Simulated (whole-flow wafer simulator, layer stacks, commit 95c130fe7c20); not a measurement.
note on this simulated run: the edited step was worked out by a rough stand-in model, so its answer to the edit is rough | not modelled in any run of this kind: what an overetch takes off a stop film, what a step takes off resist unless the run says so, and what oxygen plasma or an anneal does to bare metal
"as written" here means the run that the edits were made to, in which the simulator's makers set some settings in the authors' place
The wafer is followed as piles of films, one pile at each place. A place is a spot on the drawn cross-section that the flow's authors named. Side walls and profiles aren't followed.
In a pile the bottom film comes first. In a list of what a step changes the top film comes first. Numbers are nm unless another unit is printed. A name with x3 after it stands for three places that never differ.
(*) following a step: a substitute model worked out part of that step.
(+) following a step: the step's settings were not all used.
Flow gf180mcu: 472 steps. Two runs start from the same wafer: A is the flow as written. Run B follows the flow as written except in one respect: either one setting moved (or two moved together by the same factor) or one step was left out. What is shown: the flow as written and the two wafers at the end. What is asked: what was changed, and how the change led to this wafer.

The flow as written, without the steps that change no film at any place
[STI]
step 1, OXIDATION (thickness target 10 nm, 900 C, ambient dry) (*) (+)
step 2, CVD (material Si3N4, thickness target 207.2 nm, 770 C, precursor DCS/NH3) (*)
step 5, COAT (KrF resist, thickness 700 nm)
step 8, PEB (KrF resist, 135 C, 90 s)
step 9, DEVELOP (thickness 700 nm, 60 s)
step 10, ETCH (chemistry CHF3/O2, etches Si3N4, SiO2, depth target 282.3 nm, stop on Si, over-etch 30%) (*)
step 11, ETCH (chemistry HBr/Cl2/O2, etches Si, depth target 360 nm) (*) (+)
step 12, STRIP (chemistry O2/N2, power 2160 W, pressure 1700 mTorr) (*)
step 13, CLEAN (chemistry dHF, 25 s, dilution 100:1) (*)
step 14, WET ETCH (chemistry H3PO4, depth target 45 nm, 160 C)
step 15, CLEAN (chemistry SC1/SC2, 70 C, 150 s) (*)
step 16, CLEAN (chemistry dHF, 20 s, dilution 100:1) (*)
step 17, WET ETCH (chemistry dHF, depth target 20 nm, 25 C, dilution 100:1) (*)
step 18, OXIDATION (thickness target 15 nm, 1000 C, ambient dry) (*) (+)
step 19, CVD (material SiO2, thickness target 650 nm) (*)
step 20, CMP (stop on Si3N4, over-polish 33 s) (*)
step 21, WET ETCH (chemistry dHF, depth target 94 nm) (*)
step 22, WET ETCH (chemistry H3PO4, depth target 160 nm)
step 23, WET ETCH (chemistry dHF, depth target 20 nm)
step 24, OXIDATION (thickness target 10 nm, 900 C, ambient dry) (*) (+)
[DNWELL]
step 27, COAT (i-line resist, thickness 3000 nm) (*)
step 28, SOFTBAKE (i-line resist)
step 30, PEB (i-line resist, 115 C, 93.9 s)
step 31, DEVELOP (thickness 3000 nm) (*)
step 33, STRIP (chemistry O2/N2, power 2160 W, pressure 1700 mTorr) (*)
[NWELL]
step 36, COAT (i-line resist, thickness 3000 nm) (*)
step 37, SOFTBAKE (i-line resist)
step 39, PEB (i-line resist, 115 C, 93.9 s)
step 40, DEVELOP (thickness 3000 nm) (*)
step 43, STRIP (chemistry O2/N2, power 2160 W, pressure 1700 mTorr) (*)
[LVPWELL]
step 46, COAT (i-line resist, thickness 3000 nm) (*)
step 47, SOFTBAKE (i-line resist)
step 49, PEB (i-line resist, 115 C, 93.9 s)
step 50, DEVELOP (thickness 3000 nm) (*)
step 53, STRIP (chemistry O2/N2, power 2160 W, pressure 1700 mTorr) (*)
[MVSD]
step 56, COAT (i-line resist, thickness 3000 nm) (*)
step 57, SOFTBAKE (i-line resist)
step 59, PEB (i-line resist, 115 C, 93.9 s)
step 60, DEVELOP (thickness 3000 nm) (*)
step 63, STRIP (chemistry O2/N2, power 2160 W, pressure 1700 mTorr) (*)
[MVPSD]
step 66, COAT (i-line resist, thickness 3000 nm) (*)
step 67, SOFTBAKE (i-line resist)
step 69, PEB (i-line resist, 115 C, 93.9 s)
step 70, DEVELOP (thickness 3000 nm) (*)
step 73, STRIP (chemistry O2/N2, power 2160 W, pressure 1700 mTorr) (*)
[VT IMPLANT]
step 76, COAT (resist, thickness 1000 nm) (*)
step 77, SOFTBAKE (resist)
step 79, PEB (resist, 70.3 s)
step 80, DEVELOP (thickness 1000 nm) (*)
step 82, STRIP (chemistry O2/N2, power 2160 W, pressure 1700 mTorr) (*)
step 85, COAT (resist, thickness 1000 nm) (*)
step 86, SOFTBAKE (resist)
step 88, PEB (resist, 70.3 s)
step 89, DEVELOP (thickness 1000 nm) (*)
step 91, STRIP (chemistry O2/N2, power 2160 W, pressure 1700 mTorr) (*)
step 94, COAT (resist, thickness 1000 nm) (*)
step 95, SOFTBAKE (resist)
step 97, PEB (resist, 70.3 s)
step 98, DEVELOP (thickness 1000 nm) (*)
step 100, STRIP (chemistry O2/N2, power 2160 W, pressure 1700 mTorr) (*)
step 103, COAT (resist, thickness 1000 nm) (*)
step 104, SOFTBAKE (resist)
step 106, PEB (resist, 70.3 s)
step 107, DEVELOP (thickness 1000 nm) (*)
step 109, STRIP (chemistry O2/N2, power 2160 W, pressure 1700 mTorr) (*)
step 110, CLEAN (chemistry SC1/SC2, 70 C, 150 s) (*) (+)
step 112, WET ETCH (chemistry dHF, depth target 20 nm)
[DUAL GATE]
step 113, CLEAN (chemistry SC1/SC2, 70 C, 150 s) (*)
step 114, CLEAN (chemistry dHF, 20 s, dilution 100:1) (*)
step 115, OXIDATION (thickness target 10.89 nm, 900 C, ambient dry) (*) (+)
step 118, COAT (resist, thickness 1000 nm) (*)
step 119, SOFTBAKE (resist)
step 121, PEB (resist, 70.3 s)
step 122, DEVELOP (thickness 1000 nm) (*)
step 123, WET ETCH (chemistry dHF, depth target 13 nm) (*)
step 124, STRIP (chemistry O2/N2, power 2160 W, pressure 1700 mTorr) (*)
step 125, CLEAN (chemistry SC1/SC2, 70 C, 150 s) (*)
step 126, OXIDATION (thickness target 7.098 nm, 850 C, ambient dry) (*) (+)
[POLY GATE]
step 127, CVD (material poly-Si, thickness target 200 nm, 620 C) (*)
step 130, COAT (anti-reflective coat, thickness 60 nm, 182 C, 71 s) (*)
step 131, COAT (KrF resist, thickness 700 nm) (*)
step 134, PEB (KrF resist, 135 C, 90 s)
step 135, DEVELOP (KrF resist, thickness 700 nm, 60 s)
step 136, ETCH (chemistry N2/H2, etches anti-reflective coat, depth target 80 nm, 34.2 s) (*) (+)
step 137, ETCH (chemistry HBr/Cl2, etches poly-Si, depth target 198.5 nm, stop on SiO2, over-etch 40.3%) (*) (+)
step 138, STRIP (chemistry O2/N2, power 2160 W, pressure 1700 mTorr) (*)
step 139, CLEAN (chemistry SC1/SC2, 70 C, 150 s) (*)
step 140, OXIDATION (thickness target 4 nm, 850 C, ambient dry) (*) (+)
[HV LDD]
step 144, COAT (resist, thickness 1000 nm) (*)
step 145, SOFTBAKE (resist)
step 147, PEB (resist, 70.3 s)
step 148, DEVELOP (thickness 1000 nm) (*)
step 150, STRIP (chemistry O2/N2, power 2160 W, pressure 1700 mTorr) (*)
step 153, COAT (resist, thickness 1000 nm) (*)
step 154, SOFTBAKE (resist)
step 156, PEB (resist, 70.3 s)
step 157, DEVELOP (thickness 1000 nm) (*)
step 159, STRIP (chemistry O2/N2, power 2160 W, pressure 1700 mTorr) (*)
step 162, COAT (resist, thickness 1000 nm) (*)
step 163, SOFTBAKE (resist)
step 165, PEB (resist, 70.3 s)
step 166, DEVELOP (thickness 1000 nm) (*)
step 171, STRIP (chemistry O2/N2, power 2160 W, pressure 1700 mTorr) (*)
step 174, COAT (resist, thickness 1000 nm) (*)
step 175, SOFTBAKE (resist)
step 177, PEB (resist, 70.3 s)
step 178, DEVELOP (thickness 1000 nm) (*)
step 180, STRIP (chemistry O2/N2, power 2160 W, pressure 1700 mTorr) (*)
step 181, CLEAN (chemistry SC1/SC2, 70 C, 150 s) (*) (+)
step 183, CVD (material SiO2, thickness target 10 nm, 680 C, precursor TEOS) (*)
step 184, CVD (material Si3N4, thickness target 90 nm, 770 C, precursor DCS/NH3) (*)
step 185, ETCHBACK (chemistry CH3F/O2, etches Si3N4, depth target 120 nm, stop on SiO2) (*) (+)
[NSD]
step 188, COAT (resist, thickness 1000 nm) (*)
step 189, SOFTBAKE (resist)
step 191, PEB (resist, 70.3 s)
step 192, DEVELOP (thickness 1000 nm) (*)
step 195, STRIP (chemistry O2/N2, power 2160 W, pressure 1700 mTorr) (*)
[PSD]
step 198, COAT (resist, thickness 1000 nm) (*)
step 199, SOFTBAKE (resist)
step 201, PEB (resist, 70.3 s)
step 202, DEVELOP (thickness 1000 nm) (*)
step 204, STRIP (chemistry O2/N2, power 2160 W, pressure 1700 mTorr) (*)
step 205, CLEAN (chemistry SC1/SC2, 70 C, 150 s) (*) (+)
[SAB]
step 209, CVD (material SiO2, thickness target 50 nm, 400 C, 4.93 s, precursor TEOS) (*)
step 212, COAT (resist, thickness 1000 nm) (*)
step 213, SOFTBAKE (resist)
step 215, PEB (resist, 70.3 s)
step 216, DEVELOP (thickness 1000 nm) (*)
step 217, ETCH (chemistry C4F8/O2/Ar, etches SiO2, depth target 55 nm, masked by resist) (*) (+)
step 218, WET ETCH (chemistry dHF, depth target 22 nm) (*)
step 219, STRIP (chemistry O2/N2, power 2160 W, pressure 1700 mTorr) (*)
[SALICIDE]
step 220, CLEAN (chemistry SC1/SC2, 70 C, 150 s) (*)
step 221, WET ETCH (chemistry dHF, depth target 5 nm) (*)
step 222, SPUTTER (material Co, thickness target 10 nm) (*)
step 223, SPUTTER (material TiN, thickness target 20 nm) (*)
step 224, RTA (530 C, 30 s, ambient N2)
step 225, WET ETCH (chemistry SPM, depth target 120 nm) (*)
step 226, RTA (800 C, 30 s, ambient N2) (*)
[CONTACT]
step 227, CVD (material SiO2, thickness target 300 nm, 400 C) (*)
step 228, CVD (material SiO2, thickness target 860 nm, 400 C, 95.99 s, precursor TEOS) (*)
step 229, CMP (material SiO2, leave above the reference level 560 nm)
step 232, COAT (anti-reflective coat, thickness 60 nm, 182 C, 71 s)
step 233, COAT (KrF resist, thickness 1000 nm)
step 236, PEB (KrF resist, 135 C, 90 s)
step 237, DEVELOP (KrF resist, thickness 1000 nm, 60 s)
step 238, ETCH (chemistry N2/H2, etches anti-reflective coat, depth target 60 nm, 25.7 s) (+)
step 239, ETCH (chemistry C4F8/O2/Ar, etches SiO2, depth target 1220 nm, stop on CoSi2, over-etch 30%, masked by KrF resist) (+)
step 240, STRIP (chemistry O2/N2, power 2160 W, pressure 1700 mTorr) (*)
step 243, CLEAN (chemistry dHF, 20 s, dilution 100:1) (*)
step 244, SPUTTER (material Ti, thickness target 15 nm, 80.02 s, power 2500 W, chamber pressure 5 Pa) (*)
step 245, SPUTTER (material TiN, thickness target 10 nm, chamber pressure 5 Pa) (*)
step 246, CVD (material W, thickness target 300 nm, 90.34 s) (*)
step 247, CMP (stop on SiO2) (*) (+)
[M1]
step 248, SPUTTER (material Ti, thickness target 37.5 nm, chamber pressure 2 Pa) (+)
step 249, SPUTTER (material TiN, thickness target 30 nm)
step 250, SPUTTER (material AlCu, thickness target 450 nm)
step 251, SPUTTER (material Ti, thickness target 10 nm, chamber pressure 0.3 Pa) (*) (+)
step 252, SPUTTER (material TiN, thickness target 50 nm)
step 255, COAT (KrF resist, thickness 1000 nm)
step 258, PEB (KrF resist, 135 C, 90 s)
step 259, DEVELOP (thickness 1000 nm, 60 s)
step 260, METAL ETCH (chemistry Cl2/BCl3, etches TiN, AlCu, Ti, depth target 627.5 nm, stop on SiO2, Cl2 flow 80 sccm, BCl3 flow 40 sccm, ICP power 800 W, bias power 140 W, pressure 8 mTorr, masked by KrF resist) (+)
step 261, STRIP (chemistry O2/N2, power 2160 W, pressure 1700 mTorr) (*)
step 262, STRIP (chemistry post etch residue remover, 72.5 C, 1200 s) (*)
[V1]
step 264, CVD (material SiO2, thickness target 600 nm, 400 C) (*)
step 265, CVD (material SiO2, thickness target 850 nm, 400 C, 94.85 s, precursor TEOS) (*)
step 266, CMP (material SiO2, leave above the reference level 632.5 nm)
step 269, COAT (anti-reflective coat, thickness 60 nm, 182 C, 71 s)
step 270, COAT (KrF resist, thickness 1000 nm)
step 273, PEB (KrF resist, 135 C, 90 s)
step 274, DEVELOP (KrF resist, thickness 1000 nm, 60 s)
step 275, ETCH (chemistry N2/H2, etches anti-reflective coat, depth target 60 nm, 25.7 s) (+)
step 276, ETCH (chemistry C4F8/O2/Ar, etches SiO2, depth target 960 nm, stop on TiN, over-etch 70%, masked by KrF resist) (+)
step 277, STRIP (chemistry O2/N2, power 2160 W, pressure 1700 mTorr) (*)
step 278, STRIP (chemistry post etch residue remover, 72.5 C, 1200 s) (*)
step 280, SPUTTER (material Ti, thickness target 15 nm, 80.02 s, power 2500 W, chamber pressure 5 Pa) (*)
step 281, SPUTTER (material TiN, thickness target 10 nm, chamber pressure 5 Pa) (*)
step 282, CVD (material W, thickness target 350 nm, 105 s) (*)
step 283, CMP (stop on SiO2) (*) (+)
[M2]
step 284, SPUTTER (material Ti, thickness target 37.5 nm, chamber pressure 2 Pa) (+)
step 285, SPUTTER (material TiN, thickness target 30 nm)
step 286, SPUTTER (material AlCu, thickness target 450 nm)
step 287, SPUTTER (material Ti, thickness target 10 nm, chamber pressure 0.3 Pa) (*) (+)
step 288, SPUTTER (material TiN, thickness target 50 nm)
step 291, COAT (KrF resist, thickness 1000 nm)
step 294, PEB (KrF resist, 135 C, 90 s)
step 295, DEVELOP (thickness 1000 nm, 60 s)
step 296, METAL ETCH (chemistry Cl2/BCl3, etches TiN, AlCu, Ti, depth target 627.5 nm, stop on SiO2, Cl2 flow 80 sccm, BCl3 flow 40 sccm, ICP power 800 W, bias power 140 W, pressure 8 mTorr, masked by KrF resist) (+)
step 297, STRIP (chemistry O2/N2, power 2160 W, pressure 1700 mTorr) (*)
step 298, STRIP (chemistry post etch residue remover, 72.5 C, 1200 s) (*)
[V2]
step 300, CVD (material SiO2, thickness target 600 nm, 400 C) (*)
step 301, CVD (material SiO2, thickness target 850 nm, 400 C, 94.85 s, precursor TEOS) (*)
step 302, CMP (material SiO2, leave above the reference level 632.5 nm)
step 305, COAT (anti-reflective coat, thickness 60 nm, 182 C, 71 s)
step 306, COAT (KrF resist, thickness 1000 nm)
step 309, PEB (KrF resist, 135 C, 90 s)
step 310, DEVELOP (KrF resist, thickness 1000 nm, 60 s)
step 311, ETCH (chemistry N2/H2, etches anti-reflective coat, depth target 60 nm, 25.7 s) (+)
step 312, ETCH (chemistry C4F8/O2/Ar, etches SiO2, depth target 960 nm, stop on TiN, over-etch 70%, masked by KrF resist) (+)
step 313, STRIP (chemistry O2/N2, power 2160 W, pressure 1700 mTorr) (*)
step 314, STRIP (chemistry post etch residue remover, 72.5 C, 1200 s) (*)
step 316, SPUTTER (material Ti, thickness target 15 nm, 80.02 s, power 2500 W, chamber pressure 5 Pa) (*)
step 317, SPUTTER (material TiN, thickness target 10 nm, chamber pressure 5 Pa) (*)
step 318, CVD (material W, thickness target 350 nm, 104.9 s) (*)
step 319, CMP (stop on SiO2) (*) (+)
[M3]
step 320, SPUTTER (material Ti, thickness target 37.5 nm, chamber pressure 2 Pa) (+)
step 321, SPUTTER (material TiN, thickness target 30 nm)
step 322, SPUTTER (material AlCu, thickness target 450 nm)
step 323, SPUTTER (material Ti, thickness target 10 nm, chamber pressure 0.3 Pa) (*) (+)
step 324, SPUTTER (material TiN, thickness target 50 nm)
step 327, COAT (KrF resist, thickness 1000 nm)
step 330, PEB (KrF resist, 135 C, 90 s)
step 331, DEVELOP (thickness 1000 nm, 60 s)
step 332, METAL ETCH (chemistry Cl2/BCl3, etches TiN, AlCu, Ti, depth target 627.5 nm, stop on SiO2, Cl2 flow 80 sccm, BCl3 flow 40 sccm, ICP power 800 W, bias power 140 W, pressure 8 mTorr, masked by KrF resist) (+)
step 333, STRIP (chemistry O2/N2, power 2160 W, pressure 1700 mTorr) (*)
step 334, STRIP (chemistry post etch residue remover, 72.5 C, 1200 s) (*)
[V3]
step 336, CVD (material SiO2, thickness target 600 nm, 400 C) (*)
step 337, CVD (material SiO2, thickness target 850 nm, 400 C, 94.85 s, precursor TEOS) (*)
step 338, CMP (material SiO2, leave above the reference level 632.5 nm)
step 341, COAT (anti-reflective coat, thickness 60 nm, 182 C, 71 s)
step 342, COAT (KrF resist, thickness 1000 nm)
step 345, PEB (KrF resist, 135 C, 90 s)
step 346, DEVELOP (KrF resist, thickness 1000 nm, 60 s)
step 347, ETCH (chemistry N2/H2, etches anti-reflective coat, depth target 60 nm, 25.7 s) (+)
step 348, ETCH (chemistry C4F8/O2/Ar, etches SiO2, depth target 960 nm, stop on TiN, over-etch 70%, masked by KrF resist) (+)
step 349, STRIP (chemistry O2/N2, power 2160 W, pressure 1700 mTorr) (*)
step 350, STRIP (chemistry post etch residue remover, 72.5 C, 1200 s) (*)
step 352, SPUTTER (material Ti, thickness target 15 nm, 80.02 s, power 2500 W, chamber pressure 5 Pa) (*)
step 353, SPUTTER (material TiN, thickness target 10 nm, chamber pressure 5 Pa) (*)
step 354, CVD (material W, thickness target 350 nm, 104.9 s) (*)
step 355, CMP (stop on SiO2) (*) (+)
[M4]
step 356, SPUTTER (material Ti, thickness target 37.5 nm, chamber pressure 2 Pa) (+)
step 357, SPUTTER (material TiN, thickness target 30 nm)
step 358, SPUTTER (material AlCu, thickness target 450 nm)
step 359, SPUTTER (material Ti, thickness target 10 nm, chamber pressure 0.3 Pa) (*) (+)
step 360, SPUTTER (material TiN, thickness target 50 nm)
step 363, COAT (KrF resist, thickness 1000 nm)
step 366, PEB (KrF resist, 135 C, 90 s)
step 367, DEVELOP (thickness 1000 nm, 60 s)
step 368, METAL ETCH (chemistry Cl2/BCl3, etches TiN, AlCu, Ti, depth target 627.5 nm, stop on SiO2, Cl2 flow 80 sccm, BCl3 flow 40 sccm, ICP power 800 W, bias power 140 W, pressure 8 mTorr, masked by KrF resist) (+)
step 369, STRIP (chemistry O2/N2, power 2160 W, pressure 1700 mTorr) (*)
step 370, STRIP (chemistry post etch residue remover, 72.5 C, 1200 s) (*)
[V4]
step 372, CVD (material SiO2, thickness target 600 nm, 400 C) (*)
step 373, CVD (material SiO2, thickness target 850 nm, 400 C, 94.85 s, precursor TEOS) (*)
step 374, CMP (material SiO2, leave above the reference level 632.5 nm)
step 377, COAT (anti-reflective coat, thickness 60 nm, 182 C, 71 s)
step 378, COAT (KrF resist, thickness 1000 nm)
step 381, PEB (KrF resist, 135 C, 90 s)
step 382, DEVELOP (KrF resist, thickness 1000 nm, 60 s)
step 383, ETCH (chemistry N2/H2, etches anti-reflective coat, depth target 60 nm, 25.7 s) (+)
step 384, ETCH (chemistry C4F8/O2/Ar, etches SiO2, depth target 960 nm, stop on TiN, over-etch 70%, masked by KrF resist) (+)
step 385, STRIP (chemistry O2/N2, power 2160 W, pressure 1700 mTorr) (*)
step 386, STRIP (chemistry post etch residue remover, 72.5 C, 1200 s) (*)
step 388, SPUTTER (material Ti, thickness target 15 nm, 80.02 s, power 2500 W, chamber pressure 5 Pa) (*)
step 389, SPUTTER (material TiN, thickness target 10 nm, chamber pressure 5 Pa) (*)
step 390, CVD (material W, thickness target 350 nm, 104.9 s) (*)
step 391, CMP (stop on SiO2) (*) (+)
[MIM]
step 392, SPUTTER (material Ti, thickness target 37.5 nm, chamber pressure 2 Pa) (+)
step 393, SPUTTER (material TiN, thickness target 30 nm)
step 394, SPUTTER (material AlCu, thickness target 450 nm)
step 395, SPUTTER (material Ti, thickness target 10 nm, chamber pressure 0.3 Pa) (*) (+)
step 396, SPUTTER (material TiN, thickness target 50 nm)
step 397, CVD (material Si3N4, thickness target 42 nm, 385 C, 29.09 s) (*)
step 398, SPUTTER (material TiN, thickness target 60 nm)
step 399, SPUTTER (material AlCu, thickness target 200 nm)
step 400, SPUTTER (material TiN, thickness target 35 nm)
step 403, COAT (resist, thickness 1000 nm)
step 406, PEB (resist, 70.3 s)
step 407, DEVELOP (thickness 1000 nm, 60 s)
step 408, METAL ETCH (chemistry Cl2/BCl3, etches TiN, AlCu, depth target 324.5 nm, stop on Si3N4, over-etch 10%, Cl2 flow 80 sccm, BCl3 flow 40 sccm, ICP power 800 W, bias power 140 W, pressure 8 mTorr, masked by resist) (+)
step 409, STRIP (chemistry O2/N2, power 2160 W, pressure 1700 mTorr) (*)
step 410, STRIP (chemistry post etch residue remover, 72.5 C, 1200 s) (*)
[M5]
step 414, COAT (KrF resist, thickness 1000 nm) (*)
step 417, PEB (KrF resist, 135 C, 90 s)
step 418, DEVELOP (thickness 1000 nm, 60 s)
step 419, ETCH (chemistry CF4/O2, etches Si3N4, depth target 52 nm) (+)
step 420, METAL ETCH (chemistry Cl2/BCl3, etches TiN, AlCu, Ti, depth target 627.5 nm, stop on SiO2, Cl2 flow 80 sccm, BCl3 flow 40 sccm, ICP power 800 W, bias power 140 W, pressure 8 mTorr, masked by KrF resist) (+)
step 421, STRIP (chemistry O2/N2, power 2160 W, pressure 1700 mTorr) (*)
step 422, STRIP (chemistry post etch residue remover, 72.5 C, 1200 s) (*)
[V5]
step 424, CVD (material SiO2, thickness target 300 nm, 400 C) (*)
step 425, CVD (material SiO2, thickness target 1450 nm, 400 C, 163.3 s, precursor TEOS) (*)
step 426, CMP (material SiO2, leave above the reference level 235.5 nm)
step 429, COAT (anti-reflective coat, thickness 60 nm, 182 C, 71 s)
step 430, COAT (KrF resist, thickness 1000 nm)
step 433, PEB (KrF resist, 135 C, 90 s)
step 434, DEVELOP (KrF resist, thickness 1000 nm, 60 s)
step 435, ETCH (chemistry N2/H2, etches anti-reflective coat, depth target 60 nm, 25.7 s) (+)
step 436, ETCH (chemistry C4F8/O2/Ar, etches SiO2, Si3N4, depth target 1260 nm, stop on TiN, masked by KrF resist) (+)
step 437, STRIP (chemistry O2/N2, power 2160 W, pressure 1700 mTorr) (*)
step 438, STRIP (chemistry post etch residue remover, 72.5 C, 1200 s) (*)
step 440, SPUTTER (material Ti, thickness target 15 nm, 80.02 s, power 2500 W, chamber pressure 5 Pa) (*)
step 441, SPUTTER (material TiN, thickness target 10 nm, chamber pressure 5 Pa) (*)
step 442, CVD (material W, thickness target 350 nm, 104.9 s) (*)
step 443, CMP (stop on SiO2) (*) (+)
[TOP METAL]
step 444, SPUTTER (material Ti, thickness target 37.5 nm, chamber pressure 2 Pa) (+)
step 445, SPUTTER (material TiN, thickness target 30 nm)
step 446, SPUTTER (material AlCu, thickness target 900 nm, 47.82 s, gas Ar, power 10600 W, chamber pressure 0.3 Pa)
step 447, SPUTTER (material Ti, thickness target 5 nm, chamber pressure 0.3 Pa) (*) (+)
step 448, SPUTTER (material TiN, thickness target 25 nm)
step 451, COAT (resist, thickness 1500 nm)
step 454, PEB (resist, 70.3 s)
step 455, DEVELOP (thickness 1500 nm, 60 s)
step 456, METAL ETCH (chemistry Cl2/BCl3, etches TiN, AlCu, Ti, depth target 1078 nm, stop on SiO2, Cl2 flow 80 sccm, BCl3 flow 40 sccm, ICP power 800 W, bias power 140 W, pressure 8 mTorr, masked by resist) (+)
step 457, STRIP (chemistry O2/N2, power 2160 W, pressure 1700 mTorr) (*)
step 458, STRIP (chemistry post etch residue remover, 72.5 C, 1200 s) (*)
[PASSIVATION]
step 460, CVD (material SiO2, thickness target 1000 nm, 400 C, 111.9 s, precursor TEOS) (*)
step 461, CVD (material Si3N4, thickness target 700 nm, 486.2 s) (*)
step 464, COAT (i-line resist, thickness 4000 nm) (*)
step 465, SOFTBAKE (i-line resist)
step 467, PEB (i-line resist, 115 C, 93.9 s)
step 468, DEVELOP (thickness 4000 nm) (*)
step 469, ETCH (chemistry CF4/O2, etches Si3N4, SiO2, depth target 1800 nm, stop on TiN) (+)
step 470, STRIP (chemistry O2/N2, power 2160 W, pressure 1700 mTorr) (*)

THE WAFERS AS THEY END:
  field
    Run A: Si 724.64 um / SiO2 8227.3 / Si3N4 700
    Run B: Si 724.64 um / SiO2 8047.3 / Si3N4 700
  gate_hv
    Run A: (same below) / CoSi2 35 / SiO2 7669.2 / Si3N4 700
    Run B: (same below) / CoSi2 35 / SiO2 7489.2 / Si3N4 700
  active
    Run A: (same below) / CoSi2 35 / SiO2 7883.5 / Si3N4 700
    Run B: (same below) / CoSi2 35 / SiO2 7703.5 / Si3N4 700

The reason: step 424, CVD: thickness target 120 nm was run, while the flow as written has thickness target 300 nm.

Step by step, how the change led to this:
  step 424, CVD (material SiO2, thickness target 300 nm, 400 C) (*)
      field, field__w1, field__w2 and 101 more: A +300 SiO2 | B +120 SiO2
      field__w4, field__w8, contact, m1, m1__w1, mim, mim_1p0, m1_nw: A +300 SiO2 (new film) | B +120 SiO2 (new film)
  step 436, ETCH (chemistry C4F8/O2/Ar, etches SiO2, Si3N4, depth target 1260 nm, stop on TiN, masked by KrF resist) (+)
      field, field__w1, field__w2 and 108 more: A -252 KrF resist | B -207.4 KrF resist
      contact: A -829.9 SiO2 (all of it), -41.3 Si3N4 (all of it) | B -649.9 SiO2 (all of it), -41.3 Si3N4 (all of it)
  step 437, STRIP (chemistry O2/N2, power 2160 W, pressure 1700 mTorr) (*)
      field, field__w1, field__w2 and 108 more: A -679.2 KrF resist (all of it), -60 anti-reflective coat (all of it) | B -723.8 KrF resist (all of it), -60 anti-reflective coat (all of it)
  step 440, SPUTTER (material Ti, thickness target 15 nm, 80.02 s, power 2500 W, chamber pressure 5 Pa) (*)
      contact: A +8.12 Ti (new film) | B +9.01 Ti (new film)
  step 441, SPUTTER (material TiN, thickness target 10 nm, chamber pressure 5 Pa) (*)
      contact: A +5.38 TiN (new film) | B +5.97 TiN (new film)
  step 442, CVD (material W, thickness target 350 nm, 104.9 s) (*)
      contact: A +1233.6 W (new film) | B +1052.1 W (new film)
